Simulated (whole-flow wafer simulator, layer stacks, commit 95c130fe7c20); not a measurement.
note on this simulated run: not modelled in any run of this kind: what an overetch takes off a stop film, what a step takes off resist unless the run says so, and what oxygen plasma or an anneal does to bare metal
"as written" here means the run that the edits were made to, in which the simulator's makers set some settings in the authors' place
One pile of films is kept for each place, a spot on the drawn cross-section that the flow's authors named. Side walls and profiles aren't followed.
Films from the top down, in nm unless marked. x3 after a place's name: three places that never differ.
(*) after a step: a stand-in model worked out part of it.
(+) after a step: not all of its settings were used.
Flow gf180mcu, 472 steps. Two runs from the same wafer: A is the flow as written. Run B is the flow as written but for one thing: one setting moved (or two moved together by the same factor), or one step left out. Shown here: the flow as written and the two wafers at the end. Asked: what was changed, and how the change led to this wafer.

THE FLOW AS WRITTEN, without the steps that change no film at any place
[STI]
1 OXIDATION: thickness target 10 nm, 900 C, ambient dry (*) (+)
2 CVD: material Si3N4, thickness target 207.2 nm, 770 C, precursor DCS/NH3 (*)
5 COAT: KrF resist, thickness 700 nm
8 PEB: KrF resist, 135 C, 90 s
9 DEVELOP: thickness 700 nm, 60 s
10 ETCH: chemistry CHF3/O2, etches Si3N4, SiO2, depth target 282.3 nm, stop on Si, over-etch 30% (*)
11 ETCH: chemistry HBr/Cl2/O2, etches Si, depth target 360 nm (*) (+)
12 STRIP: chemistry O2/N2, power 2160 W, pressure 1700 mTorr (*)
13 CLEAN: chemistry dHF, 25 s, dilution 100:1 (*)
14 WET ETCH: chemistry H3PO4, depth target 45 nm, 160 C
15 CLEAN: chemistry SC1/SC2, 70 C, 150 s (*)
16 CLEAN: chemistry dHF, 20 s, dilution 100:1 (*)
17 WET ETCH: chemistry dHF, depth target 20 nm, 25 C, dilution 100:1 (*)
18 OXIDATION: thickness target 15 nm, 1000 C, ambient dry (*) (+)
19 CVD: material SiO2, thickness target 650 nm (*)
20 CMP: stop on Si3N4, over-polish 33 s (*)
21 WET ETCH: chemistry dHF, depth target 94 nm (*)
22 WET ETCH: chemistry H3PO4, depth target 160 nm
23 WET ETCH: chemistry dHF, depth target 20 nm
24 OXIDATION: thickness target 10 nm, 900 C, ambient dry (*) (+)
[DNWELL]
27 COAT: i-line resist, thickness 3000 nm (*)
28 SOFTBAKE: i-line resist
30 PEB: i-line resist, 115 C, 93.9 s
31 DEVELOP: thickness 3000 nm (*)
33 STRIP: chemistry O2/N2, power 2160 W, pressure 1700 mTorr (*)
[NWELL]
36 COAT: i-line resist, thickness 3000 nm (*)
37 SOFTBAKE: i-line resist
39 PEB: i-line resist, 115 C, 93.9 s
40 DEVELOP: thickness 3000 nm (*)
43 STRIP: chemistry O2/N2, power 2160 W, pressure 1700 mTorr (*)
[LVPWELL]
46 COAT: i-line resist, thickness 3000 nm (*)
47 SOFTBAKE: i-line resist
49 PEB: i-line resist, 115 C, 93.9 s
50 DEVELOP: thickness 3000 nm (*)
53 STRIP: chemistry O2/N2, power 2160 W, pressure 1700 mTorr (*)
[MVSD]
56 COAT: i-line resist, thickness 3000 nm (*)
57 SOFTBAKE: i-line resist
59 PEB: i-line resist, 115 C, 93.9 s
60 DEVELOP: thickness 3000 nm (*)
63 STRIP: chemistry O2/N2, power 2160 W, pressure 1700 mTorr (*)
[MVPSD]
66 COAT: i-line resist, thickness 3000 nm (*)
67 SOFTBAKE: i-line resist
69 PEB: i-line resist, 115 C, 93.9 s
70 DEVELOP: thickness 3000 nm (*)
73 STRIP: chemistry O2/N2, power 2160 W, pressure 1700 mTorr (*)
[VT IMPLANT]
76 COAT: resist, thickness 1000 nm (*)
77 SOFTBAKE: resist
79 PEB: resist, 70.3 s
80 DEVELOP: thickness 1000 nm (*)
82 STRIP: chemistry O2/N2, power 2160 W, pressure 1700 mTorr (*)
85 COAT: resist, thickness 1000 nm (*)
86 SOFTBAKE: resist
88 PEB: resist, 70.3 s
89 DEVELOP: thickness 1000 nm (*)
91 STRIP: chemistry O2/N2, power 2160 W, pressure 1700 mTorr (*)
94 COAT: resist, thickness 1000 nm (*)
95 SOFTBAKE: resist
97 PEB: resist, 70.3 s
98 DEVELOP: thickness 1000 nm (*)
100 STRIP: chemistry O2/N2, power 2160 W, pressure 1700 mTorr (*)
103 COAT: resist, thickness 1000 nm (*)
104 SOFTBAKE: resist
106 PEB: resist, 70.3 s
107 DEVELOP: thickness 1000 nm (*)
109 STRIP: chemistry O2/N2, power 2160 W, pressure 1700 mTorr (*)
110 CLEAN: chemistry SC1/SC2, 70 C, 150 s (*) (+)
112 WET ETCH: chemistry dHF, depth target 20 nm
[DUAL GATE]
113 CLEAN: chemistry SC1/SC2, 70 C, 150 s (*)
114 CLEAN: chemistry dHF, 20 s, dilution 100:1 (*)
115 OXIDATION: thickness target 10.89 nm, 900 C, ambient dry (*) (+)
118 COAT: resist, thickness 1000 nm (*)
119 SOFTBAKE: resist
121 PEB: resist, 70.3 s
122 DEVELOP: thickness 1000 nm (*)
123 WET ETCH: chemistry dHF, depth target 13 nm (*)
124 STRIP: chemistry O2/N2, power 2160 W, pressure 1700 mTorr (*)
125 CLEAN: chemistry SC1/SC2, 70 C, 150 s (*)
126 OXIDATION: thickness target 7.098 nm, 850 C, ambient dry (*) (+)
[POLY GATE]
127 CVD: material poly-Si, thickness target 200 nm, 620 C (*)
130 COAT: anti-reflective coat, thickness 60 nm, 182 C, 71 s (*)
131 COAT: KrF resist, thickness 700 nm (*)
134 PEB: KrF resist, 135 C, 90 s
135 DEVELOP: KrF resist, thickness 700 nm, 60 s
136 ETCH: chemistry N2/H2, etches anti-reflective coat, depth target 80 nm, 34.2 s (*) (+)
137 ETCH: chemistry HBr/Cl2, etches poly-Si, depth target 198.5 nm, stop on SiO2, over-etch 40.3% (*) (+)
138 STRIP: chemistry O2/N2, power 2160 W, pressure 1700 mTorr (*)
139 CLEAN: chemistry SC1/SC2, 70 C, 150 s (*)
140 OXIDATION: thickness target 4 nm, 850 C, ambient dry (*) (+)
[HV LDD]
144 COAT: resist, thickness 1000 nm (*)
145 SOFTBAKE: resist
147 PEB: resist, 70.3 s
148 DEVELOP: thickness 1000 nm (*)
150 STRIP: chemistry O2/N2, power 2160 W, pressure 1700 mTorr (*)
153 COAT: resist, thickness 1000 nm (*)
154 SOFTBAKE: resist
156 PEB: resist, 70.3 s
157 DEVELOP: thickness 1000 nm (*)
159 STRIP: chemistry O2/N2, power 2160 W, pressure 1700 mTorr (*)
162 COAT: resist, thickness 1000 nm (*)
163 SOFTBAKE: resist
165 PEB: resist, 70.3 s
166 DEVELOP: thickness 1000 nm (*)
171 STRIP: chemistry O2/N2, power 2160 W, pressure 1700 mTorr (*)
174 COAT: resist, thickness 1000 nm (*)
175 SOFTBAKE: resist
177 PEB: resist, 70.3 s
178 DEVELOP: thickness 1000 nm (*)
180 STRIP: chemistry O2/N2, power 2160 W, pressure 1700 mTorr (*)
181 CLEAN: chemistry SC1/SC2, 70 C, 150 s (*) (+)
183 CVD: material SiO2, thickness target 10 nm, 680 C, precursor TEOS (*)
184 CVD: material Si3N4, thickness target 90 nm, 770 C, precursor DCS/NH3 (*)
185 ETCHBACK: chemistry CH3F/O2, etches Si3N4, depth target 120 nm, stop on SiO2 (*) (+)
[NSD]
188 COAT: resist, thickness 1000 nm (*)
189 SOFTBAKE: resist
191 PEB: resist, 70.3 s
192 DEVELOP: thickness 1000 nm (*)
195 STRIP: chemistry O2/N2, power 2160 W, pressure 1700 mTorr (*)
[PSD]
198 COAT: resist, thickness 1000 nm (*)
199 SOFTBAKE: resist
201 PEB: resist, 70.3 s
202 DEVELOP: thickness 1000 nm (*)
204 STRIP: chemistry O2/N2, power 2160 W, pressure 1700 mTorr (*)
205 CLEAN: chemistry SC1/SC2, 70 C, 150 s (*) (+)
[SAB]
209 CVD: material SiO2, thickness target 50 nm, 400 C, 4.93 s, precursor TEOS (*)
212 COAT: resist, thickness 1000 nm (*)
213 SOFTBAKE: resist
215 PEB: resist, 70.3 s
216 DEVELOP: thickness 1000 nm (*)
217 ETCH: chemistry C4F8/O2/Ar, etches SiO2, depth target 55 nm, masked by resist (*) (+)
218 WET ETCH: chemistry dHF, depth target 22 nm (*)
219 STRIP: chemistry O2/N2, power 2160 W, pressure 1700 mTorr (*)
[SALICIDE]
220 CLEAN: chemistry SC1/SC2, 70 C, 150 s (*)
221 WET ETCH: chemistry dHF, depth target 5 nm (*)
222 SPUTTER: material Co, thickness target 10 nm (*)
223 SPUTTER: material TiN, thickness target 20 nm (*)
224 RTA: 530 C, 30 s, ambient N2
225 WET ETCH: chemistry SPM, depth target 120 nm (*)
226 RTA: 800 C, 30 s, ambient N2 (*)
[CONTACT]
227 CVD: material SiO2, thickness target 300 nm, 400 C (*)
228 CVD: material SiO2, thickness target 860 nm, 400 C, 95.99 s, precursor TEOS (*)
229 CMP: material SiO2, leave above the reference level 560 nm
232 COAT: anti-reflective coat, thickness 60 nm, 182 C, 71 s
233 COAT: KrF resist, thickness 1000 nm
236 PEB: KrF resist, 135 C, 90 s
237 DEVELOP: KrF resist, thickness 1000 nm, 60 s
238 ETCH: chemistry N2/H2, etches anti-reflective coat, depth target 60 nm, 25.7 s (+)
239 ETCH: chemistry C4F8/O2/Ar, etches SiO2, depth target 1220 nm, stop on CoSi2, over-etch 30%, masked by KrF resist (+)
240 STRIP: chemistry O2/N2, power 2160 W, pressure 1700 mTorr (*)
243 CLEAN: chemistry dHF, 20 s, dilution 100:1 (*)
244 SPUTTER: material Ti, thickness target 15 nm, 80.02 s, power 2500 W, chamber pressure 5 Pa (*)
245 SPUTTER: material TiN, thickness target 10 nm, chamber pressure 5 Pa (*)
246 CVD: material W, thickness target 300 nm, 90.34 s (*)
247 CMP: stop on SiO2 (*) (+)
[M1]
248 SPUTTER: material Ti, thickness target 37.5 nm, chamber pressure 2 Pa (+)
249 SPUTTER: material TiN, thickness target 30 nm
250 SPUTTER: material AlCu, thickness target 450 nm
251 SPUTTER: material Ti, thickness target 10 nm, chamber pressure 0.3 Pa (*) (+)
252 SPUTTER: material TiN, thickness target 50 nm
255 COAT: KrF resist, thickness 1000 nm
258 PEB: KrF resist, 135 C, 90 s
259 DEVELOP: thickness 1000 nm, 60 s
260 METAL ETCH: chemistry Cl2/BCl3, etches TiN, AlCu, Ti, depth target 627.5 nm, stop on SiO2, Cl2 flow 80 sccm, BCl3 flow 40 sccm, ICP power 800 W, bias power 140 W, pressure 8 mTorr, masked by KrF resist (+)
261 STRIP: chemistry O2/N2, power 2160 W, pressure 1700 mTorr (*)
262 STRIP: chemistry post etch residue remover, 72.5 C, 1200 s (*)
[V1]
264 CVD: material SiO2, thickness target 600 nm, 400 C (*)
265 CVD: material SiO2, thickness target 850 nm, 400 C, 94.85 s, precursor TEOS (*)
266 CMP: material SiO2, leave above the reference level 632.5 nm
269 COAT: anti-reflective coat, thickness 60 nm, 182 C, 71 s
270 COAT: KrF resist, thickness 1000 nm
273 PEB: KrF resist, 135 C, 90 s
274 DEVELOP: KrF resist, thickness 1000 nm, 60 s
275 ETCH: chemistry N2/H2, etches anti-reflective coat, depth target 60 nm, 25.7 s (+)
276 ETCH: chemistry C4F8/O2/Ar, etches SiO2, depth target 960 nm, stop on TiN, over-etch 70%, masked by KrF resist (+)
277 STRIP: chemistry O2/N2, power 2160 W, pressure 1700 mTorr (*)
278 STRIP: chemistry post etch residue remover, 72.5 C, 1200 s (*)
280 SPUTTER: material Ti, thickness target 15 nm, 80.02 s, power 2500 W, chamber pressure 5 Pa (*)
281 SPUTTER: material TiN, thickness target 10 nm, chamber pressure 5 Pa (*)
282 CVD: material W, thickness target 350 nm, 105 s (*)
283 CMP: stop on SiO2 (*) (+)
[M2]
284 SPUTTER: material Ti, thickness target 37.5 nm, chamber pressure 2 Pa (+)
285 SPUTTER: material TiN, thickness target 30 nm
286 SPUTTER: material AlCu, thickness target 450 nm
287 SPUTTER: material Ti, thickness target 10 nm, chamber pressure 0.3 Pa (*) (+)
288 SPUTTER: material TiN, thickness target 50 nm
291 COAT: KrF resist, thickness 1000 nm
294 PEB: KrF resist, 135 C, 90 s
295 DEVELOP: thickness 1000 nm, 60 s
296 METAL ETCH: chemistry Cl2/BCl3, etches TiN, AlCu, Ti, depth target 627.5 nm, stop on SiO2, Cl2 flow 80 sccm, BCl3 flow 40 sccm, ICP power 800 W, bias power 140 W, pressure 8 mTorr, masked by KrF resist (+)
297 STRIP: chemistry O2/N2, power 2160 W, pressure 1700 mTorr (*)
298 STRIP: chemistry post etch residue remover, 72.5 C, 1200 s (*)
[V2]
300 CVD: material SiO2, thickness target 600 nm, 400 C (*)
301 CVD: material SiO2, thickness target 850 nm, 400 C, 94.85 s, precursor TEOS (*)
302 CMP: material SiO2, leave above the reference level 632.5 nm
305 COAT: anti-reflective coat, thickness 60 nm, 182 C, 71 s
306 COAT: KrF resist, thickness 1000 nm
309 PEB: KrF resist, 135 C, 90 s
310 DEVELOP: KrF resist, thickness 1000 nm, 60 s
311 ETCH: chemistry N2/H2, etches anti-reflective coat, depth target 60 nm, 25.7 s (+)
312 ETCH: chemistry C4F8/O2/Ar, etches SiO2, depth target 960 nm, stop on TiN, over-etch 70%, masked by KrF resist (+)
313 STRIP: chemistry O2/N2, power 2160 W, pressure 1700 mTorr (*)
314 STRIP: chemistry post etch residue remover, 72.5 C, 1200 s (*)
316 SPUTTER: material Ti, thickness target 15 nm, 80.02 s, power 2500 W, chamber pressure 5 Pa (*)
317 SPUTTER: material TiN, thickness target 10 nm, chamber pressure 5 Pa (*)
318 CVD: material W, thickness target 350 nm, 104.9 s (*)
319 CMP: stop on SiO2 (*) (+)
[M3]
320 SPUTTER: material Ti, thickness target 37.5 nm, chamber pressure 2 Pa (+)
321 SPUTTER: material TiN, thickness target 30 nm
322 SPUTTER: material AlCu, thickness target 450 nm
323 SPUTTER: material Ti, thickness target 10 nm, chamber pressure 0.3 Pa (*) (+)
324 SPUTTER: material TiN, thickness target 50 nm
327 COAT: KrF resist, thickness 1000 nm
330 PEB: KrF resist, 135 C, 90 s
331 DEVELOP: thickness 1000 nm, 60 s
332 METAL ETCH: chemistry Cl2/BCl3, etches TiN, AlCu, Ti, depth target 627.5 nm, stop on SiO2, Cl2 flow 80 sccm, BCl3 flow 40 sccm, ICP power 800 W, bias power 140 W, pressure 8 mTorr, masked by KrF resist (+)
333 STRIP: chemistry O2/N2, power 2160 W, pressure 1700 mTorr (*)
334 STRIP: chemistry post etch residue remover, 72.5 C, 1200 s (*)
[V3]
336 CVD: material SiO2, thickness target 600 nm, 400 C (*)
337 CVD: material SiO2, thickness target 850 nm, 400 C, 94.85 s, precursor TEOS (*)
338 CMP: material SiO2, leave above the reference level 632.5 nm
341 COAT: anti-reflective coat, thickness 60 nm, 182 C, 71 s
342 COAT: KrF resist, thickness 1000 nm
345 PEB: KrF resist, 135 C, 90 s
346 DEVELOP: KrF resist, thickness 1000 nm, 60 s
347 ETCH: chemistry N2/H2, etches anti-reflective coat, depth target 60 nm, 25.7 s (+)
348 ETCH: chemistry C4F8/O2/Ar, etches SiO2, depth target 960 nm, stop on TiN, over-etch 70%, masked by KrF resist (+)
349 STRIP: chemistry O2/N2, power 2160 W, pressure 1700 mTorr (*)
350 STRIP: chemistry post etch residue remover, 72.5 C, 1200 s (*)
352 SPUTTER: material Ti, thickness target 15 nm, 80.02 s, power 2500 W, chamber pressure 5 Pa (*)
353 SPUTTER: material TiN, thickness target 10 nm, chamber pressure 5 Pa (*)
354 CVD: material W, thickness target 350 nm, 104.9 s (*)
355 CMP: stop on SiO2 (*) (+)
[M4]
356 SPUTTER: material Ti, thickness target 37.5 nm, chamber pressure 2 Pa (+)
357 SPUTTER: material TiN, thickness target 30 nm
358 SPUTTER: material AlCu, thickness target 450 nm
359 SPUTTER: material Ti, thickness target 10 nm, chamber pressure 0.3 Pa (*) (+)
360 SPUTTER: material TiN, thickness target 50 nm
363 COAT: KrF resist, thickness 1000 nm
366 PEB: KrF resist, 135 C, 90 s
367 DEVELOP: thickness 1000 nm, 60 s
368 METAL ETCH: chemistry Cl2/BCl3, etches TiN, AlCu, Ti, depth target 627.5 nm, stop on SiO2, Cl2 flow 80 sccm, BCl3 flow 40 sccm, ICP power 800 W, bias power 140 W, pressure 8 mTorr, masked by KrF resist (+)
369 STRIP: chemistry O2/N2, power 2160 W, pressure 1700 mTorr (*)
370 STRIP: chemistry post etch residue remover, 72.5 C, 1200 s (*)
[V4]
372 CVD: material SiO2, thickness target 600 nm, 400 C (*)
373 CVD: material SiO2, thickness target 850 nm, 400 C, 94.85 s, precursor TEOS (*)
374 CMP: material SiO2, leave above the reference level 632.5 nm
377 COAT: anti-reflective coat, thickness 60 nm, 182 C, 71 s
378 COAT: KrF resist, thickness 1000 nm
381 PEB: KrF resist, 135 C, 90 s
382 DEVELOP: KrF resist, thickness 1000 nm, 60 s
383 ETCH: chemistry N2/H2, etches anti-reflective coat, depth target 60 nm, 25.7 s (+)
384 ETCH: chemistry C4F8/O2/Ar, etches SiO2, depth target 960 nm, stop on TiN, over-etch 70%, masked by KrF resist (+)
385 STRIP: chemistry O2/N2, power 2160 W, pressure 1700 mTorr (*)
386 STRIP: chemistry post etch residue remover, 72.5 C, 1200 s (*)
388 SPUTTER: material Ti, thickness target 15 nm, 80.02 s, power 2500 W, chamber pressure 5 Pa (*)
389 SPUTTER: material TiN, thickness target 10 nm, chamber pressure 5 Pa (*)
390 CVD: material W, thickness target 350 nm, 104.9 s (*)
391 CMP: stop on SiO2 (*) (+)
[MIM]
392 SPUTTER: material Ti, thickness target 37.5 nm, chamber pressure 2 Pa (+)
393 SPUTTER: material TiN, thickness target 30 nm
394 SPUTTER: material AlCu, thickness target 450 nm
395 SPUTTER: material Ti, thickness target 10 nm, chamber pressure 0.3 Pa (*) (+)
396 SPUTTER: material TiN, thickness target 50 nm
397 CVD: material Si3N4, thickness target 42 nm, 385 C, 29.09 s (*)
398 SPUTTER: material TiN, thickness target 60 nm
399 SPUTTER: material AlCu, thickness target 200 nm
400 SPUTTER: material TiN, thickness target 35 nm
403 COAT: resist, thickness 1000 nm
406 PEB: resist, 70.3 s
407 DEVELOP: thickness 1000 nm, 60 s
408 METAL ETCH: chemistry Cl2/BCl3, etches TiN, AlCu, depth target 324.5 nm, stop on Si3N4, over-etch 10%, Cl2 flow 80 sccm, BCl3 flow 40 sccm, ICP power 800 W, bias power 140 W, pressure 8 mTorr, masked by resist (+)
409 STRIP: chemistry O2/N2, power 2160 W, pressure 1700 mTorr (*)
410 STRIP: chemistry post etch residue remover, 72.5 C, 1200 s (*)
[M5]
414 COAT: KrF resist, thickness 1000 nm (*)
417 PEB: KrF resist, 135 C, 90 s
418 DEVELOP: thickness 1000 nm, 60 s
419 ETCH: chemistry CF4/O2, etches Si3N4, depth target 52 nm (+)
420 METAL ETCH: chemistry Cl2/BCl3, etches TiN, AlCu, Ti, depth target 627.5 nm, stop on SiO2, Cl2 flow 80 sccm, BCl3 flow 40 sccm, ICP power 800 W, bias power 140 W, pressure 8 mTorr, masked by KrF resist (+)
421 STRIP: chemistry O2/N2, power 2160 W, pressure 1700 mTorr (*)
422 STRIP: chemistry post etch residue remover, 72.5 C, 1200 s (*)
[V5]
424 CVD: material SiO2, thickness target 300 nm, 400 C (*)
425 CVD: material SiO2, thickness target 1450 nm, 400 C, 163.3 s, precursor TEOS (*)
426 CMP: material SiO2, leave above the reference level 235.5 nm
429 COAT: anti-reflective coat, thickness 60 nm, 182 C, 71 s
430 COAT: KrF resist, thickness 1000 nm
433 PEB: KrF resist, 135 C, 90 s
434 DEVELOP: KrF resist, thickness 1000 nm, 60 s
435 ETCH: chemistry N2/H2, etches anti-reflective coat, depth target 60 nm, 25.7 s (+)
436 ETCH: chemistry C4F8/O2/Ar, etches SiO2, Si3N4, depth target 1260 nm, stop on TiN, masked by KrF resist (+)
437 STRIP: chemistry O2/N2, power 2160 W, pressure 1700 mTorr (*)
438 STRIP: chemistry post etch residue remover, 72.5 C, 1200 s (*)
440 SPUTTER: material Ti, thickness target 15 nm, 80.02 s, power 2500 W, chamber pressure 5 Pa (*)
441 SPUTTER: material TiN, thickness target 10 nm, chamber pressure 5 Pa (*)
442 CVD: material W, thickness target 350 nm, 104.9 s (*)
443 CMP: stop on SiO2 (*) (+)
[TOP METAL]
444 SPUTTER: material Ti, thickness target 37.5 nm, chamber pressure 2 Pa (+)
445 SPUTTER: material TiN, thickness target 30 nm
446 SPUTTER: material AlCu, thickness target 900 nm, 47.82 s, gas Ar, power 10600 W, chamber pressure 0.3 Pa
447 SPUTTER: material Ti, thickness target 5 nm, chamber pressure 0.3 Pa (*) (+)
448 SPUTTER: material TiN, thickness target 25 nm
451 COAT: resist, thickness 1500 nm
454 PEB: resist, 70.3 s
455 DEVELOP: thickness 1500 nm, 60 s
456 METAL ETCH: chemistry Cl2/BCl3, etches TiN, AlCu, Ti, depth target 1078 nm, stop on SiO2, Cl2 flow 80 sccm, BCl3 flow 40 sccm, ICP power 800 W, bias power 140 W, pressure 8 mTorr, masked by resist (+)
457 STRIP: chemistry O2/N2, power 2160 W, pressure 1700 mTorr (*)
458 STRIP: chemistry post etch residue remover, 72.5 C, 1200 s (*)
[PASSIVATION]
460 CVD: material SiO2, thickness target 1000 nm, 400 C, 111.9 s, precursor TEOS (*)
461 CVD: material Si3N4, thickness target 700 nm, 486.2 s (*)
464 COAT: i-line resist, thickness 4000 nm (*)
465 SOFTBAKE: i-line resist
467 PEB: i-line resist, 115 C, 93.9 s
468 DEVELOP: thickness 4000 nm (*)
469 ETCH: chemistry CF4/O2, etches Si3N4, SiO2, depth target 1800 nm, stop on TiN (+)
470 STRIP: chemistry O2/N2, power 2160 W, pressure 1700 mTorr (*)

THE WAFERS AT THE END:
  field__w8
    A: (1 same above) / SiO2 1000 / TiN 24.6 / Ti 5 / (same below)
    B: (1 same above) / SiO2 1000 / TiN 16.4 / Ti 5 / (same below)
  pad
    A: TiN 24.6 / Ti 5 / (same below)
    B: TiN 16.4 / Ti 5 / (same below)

The cause: step 448, SPUTTER: thickness target 16.8 nm was run, where the flow has thickness target 25 nm.

How the change led to this, step by step:
  448 SPUTTER: material TiN, thickness target 25 nm
      field, field__w1, field__w2 and 109 more: A TiN +25 (new film) | B TiN +16.8 (new film)
  456 METAL ETCH: chemistry Cl2/BCl3, etches TiN, AlCu, Ti, depth target 1078 nm, stop on SiO2, Cl2 flow 80 sccm, BCl3 flow 40 sccm, ICP power 800 W, bias power 140 W, pressure 8 mTorr, masked by resist (+)
      field, field__w1, field__w2 and 103 more: A TiN -25 (all of it), Ti -5 (all of it), AlCu -900 (all of it), TiN -30 (all of it), Ti -37.5 (all of it) | B TiN -16.8 (all of it), Ti -5 (all of it), AlCu -900 (all of it), TiN -30 (all of it), Ti -37.5 (all of it)
